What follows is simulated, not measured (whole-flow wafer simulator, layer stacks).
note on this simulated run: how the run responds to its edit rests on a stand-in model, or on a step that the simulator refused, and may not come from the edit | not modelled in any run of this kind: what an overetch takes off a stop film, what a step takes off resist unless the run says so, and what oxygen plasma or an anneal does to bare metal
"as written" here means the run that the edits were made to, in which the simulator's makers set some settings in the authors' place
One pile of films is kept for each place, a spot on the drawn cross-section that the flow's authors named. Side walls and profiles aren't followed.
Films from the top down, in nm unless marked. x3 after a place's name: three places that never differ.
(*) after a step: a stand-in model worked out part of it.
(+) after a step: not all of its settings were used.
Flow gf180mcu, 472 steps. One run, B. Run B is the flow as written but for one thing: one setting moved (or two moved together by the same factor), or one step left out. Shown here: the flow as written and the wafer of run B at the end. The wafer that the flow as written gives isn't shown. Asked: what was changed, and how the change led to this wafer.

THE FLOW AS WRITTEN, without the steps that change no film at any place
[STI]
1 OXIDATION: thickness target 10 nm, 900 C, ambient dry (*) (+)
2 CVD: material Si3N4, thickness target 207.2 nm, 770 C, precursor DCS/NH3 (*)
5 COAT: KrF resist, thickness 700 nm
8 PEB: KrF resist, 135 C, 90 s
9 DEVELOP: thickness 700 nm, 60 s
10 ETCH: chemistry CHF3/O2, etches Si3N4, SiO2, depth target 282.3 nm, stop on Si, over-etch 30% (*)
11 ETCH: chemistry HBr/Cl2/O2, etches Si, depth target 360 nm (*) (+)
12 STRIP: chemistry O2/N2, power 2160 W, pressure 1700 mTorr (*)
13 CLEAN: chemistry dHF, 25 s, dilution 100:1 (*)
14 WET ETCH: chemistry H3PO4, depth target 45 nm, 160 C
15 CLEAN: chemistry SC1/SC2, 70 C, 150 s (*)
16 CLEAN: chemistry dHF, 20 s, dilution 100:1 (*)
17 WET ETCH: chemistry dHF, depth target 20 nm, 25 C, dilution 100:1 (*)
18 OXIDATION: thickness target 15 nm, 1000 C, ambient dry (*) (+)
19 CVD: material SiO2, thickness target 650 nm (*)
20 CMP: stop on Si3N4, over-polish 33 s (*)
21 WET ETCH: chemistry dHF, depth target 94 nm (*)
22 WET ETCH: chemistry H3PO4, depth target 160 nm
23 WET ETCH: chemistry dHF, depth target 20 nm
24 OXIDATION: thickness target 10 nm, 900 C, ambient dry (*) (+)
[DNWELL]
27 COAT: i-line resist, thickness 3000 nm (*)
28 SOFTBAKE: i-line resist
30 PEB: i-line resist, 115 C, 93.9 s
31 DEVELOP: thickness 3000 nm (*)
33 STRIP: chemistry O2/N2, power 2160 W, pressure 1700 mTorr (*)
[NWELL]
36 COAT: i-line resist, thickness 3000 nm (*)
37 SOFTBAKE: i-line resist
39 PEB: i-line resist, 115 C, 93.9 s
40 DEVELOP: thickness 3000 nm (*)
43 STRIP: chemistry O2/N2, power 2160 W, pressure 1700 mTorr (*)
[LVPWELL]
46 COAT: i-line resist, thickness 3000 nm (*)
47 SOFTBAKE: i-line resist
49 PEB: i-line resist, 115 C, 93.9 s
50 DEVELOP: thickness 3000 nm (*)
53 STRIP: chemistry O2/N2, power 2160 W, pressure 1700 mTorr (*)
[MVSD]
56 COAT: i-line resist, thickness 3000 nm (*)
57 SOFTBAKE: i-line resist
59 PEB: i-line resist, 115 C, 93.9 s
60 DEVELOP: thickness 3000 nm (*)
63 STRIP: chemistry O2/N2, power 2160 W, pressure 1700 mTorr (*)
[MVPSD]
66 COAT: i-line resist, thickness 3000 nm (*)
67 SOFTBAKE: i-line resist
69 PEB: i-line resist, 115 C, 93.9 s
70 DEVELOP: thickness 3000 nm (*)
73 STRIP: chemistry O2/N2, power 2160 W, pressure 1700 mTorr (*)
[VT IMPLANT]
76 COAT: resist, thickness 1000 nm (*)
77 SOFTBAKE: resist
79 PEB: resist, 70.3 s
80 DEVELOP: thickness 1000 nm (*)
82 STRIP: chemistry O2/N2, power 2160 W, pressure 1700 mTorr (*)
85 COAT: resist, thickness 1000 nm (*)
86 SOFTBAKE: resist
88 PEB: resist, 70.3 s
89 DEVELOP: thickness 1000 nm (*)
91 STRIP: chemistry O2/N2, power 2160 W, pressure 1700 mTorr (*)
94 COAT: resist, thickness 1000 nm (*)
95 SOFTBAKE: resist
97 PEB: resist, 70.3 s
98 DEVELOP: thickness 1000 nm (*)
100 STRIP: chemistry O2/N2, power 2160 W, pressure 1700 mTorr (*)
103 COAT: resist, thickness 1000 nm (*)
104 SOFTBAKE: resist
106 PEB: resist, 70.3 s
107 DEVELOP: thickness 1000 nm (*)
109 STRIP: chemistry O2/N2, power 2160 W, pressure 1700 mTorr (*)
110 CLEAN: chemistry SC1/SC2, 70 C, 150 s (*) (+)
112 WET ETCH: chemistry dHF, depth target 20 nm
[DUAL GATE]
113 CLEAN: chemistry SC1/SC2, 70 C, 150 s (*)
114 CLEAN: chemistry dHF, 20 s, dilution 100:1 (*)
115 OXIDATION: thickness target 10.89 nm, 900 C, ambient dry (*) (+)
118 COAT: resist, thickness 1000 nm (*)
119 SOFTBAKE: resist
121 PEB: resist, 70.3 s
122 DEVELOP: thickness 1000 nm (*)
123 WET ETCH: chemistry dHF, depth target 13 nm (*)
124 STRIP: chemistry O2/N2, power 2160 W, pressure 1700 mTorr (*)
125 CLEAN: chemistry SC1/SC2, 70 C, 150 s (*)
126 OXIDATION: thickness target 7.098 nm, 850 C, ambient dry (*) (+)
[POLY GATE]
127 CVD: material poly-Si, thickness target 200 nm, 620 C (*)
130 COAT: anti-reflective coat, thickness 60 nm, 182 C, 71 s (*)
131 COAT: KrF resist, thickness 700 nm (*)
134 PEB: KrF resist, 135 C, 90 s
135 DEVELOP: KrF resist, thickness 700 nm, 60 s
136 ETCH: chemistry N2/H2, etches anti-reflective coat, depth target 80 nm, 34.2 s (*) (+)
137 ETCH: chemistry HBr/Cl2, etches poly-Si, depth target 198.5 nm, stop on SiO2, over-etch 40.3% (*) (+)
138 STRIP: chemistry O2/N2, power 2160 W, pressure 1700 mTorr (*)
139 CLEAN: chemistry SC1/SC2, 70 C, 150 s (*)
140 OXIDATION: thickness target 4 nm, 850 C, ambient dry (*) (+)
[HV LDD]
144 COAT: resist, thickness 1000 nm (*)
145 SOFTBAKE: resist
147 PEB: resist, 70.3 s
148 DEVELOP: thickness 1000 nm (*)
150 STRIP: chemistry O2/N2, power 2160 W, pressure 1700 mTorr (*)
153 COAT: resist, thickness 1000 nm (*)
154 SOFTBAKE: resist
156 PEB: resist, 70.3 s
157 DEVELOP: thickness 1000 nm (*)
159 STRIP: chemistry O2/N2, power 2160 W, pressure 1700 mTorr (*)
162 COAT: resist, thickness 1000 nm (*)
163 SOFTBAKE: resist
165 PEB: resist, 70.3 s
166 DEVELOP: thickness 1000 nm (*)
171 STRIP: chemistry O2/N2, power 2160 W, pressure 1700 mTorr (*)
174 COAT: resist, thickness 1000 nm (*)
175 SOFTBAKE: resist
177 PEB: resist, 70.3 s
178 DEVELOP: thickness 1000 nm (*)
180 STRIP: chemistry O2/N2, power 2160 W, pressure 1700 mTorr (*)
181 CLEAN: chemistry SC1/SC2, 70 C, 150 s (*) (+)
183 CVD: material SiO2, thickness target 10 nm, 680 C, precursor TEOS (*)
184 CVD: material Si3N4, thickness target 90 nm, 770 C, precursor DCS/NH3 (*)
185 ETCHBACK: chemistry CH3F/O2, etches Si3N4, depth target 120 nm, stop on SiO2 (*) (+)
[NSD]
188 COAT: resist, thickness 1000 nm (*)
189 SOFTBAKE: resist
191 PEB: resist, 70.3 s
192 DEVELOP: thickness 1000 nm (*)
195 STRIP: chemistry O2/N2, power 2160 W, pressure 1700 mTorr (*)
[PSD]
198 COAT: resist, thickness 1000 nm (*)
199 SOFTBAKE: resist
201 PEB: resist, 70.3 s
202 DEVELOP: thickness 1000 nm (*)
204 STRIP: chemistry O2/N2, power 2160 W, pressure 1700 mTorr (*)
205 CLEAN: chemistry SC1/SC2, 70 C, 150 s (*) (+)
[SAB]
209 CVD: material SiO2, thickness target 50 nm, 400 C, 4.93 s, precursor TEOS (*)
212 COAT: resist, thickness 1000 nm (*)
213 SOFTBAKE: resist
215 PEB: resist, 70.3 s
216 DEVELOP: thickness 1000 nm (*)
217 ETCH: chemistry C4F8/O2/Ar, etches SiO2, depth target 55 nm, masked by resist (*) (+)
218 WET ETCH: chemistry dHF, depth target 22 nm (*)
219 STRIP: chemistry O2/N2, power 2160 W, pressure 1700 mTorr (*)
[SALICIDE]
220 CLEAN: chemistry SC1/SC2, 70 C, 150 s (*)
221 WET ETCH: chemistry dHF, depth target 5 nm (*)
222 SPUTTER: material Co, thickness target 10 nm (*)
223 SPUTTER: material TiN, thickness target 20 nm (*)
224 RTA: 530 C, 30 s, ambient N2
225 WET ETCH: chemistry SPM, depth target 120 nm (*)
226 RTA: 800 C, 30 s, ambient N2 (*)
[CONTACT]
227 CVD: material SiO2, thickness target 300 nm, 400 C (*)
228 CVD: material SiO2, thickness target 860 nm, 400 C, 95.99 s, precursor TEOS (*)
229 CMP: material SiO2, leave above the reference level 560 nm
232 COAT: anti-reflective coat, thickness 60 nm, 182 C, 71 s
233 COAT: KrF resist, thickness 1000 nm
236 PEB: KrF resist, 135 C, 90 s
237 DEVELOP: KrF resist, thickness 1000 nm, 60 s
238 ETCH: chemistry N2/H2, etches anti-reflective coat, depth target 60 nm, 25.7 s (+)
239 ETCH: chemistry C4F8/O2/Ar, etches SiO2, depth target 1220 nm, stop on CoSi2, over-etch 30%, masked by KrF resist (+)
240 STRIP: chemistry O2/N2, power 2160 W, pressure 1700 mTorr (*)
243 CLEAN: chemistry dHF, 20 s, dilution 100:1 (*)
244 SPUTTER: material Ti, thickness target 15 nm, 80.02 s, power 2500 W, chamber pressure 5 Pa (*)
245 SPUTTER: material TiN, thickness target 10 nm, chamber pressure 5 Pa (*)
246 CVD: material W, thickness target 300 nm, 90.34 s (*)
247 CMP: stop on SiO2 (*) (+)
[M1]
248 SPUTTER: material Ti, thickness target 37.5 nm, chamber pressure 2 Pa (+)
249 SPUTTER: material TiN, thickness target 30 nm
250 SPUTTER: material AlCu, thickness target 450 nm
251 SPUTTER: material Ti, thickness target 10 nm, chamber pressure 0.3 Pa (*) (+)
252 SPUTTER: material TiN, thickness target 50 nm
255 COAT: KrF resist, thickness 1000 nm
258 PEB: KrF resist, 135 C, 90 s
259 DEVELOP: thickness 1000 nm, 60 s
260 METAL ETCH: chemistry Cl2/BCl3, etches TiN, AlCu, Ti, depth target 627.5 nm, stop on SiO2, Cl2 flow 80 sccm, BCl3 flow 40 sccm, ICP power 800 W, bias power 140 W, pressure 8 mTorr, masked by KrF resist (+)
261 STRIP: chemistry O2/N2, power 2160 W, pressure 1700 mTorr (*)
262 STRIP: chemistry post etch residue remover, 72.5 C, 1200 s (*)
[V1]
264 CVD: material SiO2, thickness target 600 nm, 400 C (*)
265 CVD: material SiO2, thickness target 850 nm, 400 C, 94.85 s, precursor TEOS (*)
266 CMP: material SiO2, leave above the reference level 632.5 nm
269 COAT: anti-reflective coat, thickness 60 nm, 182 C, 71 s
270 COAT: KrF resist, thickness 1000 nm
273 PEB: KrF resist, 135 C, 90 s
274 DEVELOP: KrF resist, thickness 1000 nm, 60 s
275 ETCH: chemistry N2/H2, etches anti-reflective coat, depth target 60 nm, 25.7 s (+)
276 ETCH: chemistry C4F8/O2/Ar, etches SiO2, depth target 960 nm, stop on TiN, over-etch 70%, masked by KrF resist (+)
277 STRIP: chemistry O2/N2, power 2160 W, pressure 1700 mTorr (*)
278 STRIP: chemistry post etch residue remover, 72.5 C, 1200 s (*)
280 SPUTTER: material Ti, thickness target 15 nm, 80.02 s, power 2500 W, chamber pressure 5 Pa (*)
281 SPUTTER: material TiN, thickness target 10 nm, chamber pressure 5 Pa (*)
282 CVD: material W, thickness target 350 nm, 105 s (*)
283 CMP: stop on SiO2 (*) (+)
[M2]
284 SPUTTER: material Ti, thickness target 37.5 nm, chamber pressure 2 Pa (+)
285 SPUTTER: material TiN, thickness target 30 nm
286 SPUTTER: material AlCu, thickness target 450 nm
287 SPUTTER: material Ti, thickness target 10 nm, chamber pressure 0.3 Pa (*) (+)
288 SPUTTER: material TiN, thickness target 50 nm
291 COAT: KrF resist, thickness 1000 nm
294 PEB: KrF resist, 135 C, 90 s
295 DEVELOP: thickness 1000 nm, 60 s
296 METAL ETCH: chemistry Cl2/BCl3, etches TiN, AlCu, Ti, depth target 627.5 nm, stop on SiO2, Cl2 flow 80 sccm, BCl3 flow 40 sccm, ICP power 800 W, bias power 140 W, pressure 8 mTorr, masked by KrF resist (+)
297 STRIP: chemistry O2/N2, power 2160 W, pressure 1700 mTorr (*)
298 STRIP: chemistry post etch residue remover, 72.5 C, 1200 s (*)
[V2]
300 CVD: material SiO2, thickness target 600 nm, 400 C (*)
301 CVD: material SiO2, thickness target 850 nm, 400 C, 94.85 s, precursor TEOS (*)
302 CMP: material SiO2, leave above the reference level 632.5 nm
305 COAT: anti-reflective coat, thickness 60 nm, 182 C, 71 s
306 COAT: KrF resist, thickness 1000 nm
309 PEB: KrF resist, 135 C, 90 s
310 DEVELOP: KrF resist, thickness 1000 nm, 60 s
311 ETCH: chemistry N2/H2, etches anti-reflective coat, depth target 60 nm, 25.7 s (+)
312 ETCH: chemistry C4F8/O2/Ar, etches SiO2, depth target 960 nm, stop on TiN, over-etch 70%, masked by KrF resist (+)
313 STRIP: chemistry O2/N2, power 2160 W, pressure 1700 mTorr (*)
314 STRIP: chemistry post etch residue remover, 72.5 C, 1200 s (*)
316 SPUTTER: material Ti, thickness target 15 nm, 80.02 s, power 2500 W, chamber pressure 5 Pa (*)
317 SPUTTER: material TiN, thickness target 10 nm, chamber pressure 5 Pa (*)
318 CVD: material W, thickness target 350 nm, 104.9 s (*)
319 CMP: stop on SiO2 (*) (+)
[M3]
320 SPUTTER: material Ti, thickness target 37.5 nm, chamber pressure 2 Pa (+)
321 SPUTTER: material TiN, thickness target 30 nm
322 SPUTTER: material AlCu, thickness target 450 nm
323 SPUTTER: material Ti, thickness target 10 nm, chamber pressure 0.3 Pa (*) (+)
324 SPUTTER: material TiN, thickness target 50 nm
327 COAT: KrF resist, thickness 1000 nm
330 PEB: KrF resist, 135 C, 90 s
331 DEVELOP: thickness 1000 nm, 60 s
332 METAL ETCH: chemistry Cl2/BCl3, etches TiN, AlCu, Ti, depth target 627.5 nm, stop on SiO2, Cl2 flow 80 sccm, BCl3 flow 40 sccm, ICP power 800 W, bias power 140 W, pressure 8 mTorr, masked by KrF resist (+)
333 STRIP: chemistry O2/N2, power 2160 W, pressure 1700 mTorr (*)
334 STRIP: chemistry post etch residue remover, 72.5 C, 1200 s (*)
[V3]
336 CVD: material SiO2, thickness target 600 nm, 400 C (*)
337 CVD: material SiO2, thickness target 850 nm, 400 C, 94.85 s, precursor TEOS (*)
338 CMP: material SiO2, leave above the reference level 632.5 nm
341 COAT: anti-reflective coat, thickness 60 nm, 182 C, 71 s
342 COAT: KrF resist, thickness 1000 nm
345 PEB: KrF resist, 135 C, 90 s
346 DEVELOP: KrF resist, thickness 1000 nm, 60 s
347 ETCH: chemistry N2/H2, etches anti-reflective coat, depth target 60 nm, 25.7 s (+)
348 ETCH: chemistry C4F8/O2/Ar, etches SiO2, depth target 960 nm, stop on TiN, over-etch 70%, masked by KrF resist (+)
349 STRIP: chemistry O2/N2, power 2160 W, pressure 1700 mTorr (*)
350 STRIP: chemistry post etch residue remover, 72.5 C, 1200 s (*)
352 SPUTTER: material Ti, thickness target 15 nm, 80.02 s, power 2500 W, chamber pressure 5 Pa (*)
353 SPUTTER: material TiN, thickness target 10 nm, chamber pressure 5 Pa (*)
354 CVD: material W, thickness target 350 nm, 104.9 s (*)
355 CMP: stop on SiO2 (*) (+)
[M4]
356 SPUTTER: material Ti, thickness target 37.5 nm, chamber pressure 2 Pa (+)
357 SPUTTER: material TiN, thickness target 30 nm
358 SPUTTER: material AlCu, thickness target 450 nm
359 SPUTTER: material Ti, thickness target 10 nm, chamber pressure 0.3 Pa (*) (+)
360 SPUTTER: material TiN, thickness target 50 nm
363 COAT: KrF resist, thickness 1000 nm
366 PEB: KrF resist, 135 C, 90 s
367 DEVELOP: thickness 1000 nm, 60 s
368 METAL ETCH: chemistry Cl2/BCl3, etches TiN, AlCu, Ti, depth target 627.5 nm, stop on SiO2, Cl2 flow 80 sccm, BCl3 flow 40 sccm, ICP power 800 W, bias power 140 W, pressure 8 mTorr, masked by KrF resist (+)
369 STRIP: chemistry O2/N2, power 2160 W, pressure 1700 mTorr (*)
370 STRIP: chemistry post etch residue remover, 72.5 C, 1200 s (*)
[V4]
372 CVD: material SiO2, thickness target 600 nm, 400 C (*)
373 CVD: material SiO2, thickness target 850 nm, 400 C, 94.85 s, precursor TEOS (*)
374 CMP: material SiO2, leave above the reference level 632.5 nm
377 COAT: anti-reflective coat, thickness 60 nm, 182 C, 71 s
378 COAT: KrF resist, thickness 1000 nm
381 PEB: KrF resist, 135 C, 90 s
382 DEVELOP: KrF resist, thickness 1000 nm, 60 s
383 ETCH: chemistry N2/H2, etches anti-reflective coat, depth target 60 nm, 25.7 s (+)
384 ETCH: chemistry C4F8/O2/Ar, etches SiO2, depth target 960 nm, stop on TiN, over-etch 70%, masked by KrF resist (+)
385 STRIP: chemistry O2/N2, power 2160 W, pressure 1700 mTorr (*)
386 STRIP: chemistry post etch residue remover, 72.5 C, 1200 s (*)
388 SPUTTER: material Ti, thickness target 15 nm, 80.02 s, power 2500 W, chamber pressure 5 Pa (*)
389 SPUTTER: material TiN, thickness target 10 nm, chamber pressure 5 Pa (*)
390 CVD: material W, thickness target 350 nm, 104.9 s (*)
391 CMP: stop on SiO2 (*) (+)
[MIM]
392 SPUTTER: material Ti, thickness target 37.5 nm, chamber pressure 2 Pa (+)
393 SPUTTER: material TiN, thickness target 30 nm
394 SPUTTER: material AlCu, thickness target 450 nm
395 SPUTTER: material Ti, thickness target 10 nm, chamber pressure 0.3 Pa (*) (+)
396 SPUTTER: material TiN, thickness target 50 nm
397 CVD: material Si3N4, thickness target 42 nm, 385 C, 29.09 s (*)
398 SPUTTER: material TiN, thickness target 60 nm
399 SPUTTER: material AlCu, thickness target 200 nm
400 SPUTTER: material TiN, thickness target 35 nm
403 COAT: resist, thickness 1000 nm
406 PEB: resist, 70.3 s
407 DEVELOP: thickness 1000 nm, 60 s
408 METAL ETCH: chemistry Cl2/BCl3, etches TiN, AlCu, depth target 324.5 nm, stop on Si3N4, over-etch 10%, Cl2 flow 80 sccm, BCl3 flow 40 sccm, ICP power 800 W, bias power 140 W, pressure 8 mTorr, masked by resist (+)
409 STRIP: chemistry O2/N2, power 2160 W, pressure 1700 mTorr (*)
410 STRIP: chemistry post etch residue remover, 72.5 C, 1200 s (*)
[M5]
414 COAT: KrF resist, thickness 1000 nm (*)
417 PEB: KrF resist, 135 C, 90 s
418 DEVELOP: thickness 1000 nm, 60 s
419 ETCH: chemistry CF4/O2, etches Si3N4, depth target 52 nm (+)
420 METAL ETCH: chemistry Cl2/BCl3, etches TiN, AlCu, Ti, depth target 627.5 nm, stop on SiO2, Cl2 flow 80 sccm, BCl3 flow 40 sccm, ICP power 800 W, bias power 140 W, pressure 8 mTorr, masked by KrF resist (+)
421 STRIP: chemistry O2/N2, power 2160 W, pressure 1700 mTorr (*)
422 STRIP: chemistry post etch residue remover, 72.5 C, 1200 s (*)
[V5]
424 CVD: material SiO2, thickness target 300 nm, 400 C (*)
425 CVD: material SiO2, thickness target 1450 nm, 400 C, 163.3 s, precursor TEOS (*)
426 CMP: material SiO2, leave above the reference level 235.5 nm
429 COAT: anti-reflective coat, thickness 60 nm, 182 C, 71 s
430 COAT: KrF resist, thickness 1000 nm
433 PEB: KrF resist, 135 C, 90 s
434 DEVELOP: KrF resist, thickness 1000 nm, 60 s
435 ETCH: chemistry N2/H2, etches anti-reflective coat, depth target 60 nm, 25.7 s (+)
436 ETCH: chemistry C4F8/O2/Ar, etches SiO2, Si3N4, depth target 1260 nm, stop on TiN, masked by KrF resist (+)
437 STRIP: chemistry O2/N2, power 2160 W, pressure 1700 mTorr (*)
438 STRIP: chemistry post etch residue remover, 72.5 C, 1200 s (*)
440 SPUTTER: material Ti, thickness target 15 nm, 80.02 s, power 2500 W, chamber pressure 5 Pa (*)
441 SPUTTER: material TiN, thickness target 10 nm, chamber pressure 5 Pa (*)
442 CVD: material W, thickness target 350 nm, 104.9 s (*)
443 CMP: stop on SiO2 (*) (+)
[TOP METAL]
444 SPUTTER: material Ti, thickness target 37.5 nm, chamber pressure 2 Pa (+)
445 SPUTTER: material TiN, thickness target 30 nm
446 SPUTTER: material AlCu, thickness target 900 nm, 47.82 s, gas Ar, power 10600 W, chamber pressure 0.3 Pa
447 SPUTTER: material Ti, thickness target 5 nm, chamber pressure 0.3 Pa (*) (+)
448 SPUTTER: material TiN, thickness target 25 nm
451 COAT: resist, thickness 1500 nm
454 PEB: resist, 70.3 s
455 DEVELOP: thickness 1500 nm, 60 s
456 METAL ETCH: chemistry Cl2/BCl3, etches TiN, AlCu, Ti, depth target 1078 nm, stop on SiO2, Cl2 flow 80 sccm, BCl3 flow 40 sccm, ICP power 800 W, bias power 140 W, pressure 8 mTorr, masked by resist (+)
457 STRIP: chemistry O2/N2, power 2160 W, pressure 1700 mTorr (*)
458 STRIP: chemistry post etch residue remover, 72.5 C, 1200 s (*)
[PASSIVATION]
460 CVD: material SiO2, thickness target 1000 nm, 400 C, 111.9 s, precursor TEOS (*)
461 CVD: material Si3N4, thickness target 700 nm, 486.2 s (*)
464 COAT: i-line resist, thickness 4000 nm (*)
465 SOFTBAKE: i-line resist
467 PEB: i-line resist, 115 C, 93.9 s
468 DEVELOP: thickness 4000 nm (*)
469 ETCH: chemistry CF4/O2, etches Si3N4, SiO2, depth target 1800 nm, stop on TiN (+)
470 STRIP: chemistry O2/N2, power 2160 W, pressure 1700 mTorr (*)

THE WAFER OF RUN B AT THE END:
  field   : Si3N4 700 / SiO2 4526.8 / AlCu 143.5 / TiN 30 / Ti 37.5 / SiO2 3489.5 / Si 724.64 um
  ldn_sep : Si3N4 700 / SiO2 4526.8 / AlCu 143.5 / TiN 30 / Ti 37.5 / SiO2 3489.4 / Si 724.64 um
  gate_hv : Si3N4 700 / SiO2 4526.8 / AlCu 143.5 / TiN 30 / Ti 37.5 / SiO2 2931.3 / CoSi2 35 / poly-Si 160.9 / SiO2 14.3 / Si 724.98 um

The cause: step 332, METAL ETCH: depth target 360.8 nm was run, where the flow has depth target 627.5 nm.

How the change led to this, step by step:
  332 METAL ETCH: chemistry Cl2/BCl3, etches TiN, AlCu, Ti, depth target 627.5 nm, stop on SiO2, Cl2 flow 80 sccm, BCl3 flow 40 sccm, ICP power 800 W, bias power 140 W, pressure 8 mTorr, masked by KrF resist (+)
      field, field__w1, field__w2 and 103 more: TiN -50 (all of it), Ti -10 (all of it), AlCu -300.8 (as written it would be: TiN -50 (all of it), Ti -10 (all of it), AlCu -450 (all of it), TiN -30 (all of it), Ti -37.5 (all of it))
      field__w8, contact, m1, m1__w1, m1_nw: KrF resist -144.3 (as written it would be: KrF resist -251)
  333 STRIP: chemistry O2/N2, power 2160 W, pressure 1700 mTorr (*)
      field__w8, contact, m1, m1__w1, m1_nw: KrF resist -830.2 (all of it) (as written it would be: KrF resist -723.5 (all of it))
  334 STRIP: chemistry post etch residue remover, 72.5 C, 1200 s (*)
      field, field__w1, field__w2 and 103 more: AlCu -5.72 (as written it would be: nothing)
  336 CVD: material SiO2, thickness target 600 nm, 400 C (*)
      field, field__w1, field__w2 and 103 more: SiO2 +600 (new film) (as written it would be: SiO2 +600)
  338 CMP: material SiO2, leave above the reference level 632.5 nm
      field, field__w1, field__w2 and 103 more: SiO2 -511 (as written it would be: SiO2 -300)
Counting metal films that touch as one body, field has 1 body; the flow as written gives 0 bodies.
Counting metal films that touch as one body, ldn_sep has 1 body; the flow as written gives 0 bodies.
Counting metal films that touch as one body, gate_hv has 2 bodies (between them, from the top down: SiO2 2931.3); the flow as written gives 1 body.
